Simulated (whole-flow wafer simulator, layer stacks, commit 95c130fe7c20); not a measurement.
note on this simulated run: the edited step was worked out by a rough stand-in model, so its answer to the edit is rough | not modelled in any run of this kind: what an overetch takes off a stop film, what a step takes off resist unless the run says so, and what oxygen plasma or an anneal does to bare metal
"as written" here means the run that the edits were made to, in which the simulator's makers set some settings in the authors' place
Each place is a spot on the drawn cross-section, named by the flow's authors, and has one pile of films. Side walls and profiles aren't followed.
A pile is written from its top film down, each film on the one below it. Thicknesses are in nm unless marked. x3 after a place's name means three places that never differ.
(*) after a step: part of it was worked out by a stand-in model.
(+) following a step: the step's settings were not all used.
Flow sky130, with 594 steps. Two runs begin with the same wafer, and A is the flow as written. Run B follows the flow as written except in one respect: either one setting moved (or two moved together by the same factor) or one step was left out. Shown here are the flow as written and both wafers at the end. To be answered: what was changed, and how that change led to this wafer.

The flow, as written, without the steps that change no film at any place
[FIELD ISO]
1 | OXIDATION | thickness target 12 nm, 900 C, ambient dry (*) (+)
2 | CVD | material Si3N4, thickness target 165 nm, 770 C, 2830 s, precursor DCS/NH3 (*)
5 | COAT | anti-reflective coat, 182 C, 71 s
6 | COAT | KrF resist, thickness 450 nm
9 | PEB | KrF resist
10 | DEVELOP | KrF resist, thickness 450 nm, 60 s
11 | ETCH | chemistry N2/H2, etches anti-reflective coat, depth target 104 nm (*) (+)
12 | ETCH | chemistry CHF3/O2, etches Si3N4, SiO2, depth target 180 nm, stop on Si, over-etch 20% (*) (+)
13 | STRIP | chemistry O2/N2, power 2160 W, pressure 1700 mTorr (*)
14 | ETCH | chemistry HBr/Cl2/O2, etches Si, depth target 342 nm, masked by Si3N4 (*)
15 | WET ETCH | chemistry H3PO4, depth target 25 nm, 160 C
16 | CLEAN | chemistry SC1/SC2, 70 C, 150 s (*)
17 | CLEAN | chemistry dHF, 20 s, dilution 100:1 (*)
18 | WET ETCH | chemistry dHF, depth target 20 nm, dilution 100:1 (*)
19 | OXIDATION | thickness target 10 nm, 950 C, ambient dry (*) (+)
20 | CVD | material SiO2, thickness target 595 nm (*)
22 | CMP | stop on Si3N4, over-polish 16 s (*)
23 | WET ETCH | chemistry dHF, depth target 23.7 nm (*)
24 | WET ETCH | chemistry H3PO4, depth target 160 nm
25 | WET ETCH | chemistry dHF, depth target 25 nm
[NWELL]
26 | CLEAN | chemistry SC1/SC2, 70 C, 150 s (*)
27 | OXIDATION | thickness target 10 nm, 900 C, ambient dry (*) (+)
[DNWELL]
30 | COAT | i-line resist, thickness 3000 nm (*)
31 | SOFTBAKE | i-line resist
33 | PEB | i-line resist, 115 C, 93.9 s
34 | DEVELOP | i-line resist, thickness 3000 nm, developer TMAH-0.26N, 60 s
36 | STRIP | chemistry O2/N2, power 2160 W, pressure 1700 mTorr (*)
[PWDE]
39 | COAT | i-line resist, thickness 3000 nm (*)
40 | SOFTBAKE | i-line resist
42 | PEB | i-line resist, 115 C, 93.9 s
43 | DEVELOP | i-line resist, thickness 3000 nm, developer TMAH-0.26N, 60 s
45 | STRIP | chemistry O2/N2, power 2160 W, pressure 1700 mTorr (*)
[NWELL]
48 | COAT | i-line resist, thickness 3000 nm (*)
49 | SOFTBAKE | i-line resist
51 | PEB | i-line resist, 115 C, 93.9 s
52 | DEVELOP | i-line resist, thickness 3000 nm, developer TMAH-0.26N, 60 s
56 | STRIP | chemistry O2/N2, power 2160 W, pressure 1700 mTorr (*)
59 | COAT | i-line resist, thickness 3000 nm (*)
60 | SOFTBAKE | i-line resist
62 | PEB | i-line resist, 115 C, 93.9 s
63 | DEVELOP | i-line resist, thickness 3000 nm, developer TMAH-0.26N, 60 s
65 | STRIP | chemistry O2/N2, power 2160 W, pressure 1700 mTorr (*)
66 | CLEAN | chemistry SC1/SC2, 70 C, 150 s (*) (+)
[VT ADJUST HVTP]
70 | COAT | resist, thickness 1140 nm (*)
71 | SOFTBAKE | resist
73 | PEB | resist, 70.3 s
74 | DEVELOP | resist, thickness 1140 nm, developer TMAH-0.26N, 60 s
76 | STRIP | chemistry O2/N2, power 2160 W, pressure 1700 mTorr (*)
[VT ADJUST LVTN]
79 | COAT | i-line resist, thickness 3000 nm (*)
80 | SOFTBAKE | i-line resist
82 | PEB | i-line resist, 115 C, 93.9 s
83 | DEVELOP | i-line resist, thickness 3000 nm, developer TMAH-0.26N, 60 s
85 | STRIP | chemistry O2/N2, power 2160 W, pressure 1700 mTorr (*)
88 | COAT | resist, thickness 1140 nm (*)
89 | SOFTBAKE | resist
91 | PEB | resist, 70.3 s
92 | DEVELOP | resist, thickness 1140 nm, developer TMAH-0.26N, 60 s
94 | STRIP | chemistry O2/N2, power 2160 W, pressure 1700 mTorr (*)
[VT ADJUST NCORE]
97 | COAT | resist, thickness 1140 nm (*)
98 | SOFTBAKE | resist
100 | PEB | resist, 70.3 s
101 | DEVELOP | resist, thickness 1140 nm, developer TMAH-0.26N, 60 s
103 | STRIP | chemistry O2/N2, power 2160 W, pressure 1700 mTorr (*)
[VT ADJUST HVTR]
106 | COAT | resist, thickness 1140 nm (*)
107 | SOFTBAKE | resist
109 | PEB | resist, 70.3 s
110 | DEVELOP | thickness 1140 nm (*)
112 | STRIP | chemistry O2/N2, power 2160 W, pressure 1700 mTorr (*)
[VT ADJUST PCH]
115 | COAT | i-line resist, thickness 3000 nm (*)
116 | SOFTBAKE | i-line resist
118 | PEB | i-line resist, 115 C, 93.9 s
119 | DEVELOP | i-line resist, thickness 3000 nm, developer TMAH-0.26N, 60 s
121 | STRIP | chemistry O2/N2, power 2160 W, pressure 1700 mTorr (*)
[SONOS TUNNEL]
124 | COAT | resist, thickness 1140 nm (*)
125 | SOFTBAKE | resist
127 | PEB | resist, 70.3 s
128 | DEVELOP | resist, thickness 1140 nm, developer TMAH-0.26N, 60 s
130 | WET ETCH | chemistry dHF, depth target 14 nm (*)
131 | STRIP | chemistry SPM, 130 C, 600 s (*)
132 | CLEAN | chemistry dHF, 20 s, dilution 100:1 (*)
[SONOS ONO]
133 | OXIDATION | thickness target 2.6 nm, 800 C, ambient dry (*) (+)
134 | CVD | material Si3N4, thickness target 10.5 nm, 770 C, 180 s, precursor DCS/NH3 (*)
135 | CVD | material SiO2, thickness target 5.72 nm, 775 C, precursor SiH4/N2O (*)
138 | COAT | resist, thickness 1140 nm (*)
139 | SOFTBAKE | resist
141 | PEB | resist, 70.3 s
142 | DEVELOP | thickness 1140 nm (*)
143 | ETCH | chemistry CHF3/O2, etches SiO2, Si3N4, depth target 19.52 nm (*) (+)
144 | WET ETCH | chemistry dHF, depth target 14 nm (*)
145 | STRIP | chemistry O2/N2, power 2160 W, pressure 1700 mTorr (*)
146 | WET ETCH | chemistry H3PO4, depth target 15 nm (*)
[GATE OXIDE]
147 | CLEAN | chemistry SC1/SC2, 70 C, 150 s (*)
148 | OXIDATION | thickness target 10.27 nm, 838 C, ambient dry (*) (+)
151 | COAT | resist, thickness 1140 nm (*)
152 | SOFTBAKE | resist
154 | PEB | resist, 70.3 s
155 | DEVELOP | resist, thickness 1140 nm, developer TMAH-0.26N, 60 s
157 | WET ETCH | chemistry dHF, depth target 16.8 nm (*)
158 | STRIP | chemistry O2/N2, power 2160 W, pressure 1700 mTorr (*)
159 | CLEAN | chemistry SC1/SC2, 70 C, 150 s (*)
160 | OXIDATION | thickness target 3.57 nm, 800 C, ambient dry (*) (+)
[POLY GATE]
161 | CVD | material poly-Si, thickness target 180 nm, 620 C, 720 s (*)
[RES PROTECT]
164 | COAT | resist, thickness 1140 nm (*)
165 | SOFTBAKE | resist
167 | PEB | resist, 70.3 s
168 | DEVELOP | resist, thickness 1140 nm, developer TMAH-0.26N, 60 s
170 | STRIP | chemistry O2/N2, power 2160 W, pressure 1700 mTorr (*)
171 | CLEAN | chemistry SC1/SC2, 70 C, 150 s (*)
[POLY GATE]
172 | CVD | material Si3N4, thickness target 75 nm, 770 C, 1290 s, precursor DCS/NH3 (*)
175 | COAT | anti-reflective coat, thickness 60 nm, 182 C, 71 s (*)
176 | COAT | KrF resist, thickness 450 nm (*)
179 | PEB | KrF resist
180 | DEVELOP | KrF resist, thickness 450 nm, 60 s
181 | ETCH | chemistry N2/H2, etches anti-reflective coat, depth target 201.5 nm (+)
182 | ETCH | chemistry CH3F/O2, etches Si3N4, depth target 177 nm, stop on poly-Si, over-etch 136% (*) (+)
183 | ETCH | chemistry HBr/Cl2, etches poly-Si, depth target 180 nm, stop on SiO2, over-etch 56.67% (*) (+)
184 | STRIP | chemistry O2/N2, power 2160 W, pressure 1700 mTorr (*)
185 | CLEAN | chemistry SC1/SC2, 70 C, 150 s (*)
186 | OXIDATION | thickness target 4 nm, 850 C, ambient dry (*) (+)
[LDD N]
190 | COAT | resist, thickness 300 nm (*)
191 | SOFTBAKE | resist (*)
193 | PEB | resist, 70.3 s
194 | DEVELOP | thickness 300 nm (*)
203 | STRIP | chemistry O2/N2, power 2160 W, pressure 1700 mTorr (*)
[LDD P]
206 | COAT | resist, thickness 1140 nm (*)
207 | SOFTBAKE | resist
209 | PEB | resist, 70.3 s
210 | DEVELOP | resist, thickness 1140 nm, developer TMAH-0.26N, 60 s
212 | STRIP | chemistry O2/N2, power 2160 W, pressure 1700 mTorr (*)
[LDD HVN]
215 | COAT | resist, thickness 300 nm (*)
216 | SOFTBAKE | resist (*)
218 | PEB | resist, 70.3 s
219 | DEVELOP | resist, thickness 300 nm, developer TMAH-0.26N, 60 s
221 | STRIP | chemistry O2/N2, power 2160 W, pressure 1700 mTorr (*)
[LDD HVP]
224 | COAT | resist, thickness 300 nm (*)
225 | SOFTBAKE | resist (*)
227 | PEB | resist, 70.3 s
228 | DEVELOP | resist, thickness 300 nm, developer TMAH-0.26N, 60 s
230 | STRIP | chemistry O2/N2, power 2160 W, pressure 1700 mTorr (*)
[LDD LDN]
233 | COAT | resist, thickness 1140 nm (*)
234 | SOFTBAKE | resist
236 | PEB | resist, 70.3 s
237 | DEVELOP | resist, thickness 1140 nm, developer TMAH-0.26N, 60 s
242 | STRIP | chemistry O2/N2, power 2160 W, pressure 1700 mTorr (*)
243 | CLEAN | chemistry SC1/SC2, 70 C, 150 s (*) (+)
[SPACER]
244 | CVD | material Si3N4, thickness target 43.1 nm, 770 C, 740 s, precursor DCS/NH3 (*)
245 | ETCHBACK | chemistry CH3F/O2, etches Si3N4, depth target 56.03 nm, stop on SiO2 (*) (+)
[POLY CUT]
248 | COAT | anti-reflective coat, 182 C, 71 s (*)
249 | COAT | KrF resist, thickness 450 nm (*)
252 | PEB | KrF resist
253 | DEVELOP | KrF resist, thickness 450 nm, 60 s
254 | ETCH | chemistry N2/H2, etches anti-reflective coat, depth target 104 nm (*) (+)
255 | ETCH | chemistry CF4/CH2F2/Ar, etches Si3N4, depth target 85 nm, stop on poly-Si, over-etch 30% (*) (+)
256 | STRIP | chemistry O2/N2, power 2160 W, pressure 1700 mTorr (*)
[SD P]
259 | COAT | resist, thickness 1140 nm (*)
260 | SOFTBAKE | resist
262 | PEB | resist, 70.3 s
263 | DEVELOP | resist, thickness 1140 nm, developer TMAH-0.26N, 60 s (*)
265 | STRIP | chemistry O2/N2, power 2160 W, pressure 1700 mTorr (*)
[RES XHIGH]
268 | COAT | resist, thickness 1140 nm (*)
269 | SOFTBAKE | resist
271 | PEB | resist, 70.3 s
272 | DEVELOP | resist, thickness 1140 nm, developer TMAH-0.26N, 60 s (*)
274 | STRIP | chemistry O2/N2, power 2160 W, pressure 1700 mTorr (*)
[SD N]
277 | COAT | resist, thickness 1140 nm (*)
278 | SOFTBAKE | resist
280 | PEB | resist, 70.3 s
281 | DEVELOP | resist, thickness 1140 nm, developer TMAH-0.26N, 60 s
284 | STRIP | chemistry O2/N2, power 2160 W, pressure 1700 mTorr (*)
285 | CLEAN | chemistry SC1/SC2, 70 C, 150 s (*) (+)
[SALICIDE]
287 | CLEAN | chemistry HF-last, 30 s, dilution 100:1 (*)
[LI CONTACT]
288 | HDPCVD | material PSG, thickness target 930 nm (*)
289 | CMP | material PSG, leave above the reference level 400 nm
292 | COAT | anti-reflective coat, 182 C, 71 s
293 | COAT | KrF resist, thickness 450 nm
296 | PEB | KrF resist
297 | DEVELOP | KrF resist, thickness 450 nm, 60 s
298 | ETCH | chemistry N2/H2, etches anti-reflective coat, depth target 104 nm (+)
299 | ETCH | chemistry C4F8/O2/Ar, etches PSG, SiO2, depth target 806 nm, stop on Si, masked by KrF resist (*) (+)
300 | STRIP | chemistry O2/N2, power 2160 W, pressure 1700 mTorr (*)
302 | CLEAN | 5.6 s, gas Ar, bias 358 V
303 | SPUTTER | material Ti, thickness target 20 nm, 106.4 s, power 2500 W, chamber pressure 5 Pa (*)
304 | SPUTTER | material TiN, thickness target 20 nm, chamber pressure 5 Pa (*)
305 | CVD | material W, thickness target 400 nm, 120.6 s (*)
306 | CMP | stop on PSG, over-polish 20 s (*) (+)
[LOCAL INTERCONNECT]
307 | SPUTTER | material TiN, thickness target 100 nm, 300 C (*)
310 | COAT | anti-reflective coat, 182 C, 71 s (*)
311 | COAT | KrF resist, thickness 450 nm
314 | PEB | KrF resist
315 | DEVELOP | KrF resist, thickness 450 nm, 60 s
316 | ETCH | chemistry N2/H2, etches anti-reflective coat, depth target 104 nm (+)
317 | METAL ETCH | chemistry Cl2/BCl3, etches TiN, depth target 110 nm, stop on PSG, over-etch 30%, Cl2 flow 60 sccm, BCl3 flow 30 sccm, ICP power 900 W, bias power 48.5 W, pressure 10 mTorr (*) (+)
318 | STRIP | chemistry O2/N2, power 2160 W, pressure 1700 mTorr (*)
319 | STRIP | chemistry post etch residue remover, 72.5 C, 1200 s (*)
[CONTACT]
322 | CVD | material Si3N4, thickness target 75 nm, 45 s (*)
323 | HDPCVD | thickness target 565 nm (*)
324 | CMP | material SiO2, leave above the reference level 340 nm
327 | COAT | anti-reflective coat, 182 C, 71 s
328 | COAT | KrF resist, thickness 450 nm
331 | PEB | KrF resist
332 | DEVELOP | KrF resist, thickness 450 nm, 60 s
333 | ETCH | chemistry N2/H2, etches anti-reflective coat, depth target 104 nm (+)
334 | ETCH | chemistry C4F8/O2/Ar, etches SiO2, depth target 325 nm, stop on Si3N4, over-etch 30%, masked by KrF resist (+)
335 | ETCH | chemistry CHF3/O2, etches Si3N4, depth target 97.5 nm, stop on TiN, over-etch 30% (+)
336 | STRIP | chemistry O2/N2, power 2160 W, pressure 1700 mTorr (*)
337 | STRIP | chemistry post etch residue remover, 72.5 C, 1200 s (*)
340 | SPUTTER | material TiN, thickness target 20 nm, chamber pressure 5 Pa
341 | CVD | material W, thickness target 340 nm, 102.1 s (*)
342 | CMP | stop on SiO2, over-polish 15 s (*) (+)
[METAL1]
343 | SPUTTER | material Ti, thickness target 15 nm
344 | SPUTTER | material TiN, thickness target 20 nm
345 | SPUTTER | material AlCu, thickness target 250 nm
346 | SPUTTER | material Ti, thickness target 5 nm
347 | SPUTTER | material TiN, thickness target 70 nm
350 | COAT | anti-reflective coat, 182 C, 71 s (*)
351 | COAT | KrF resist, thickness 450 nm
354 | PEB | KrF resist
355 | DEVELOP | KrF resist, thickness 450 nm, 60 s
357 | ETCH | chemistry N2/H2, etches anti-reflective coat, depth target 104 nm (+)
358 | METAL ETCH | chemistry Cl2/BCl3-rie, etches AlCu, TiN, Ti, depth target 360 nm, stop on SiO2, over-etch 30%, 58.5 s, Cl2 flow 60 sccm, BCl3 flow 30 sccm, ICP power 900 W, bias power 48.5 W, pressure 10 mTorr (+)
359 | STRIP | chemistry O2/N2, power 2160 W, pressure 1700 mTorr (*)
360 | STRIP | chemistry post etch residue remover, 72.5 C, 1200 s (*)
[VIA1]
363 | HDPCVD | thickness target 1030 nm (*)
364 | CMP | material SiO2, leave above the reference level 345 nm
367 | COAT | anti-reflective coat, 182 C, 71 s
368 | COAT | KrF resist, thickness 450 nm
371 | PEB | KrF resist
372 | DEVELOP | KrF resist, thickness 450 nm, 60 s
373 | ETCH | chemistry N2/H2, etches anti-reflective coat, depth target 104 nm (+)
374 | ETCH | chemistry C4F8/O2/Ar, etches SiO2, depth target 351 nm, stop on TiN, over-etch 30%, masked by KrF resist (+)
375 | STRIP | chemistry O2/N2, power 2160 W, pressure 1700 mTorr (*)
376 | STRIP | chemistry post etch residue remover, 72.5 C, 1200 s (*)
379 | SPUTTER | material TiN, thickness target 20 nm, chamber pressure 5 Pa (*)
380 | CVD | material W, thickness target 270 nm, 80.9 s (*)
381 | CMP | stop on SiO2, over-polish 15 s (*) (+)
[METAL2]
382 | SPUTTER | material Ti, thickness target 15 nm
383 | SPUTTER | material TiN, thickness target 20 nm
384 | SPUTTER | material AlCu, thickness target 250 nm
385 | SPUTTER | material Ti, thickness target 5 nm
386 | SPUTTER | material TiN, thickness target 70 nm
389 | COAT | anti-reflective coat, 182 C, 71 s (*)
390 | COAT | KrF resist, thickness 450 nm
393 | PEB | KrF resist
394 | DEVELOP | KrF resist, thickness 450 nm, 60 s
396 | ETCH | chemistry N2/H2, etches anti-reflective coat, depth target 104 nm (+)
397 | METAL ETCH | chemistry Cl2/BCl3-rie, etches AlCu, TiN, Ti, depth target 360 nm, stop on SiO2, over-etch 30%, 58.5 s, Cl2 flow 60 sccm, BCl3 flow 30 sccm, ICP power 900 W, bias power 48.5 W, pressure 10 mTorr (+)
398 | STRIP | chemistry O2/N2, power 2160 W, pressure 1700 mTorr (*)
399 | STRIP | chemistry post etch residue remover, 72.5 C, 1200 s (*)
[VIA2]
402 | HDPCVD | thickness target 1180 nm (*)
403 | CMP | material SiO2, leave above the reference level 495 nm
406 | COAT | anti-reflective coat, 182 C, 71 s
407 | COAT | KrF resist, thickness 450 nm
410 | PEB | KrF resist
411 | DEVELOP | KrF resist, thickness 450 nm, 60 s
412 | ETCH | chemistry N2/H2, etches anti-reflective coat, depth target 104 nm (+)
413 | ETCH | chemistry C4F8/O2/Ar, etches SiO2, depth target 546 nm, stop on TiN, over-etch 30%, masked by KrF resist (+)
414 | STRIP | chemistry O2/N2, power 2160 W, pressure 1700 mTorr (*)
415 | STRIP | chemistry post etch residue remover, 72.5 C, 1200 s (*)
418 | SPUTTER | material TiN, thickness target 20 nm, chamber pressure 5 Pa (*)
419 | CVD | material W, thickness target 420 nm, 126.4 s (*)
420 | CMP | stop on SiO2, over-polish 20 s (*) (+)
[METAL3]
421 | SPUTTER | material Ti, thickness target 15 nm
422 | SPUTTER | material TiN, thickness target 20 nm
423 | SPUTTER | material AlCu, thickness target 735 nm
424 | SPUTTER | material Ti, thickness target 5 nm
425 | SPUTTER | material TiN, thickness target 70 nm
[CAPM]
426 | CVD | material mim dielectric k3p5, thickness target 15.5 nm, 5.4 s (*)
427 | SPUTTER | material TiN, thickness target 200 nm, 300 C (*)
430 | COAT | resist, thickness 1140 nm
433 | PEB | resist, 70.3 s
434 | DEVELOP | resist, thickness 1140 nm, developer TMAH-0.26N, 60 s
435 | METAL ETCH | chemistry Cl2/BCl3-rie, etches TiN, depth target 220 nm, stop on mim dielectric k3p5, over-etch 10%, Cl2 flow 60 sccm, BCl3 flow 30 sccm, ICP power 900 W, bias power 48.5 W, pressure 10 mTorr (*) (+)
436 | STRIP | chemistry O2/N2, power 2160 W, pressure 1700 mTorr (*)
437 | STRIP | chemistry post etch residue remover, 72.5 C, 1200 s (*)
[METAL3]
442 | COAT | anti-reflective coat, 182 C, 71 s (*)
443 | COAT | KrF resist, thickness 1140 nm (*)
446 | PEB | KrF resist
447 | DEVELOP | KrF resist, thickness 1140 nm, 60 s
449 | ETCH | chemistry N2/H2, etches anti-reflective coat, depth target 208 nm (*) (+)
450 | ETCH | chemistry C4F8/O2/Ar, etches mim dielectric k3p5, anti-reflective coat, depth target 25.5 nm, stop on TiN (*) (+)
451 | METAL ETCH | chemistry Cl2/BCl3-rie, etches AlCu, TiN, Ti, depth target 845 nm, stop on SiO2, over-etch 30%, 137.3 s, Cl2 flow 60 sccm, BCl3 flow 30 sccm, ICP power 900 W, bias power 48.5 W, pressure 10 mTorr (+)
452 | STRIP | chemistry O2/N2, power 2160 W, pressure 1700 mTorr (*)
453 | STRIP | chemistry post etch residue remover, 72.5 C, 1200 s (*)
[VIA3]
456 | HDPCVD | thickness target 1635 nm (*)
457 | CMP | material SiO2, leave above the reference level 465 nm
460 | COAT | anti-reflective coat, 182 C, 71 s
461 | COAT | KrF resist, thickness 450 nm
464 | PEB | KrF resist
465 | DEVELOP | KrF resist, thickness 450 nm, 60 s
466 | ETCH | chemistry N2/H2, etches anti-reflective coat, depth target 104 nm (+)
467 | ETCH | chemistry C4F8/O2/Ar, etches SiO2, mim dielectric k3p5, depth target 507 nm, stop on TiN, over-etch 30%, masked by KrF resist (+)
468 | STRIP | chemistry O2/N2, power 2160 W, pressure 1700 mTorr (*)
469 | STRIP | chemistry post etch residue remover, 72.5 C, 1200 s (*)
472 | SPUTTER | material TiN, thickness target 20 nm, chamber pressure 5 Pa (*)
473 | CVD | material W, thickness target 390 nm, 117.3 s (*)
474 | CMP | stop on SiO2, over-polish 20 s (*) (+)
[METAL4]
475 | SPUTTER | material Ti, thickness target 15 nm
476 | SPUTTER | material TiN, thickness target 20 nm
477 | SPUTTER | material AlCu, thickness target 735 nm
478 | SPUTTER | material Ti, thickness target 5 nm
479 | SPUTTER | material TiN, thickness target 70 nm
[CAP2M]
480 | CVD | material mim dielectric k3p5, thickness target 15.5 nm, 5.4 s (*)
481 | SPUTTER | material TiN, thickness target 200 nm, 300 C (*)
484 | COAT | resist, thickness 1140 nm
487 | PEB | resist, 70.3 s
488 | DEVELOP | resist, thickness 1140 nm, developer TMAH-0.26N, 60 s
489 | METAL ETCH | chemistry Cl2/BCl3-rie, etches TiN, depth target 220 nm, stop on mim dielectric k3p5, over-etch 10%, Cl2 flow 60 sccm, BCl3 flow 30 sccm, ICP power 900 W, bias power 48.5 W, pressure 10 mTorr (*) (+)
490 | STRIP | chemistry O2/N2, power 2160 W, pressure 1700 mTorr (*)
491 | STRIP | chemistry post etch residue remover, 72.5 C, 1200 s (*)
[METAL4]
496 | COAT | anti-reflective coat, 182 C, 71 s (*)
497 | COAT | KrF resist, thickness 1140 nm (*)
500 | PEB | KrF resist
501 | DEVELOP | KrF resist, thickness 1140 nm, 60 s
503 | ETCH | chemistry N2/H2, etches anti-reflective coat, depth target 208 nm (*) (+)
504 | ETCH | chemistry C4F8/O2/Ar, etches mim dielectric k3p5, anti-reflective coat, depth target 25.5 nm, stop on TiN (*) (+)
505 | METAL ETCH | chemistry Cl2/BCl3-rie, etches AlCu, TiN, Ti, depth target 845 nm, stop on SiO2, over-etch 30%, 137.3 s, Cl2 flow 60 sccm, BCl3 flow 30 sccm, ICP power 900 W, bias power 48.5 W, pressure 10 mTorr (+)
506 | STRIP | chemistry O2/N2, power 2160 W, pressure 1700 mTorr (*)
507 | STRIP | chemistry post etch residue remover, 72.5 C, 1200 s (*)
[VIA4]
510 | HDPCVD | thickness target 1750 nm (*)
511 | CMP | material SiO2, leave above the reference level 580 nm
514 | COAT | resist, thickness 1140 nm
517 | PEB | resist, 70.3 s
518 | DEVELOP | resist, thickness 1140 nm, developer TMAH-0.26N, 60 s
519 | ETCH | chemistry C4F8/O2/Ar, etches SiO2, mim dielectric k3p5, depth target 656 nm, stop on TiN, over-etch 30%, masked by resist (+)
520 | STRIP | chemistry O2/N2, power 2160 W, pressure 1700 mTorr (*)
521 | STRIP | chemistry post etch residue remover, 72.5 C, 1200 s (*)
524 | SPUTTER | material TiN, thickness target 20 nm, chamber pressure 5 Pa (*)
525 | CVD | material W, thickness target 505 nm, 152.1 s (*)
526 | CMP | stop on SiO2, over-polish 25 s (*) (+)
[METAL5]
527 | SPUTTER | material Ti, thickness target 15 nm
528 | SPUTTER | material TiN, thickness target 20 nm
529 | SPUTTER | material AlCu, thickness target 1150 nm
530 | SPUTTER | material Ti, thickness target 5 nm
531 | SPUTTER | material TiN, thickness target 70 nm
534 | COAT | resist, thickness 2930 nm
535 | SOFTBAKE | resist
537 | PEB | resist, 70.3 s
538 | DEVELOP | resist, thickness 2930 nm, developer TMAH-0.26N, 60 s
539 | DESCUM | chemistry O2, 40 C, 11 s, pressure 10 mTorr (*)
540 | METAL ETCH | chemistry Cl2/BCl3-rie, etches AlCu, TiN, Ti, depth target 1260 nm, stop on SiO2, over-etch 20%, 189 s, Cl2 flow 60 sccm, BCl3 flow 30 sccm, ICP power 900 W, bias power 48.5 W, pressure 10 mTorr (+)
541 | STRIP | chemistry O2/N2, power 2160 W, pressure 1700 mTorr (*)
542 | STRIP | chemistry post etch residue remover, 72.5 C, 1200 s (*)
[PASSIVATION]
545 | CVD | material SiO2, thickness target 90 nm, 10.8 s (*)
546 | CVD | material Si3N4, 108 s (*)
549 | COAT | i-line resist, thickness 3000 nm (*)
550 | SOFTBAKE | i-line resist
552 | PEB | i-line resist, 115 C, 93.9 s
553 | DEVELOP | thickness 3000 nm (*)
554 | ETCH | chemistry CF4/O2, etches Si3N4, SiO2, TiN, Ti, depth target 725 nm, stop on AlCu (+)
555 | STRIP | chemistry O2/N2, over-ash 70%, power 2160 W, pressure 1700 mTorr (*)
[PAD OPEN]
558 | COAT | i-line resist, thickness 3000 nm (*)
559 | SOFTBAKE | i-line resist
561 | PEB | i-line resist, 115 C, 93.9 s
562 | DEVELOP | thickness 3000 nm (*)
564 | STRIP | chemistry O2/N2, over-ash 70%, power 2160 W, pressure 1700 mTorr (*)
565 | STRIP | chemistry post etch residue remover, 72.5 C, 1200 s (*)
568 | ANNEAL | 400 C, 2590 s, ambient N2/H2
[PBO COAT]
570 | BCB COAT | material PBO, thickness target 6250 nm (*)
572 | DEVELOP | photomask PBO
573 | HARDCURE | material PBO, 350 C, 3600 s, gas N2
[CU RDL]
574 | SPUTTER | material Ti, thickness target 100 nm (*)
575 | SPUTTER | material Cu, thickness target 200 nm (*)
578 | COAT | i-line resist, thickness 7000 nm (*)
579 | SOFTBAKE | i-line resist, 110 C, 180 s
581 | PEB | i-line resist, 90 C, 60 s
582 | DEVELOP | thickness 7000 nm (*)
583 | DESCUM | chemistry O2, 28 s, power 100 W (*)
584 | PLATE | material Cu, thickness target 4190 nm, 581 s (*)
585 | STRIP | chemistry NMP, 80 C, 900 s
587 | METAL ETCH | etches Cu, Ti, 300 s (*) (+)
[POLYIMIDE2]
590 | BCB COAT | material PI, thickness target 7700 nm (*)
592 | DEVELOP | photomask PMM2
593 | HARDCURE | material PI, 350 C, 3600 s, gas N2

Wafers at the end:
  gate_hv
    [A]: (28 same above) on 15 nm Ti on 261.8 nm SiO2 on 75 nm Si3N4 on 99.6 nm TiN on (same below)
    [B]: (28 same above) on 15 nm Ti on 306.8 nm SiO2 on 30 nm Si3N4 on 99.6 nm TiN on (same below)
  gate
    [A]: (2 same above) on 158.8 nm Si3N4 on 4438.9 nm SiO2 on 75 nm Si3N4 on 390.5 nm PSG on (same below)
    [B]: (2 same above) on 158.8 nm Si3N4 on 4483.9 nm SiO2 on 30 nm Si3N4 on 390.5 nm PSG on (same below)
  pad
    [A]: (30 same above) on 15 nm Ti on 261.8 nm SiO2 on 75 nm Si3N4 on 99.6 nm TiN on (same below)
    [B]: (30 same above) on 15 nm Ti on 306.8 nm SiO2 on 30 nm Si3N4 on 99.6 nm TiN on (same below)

The reason: step 322, CVD: thickness target 30 nm was run, while the flow as written has thickness target 75 nm; step 322, CVD: 18 s was run, where the flow has 45 s.
The wafer lets one read it off: gate_hv has Si3N4 30, and step 322 as written asks for 75 nm.

How this came from the change, step by step:
  322 | CVD | material Si3N4, thickness target 75 nm, 45 s (*)
      field, active, n_well and 188 more: A +75 Si3N4 (new film) | B +30 Si3N4 (new film)
  324 | CMP | material SiO2, leave above the reference level 340 nm
      n_well, p_well, gate_hv and 93 more: A -300 SiO2 | B -255 SiO2
      field, active, gate and 88 more: A -200.4 SiO2 | B -155.4 SiO2
      (also at 4 further places)
  334 | ETCH | chemistry C4F8/O2/Ar, etches SiO2, depth target 325 nm, stop on Si3N4, over-etch 30%, masked by KrF resist (+)
      poly_licon, ndiff_licon, ndiff_licon_cpp, rpo_hd_licon: A -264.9 SiO2 (all of it) | B -309.9 SiO2 (all of it)
  335 | ETCH | chemistry CHF3/O2, etches Si3N4, depth target 97.5 nm, stop on TiN, over-etch 30% (+)
      field, active, n_well and 184 more: A -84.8 KrF resist | B -33.9 KrF resist
      poly_licon, ndiff_licon, ndiff_licon_cpp, rpo_hd_licon: A -75 Si3N4 (all of it) | B -30 Si3N4 (all of it)
  336 | STRIP | chemistry O2/N2, power 2160 W, pressure 1700 mTorr (*)
      field, active, n_well and 184 more: A -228 KrF resist (all of it), -80 anti-reflective coat (all of it) | B -278.9 KrF resist (all of it), -80 anti-reflective coat (all of it)
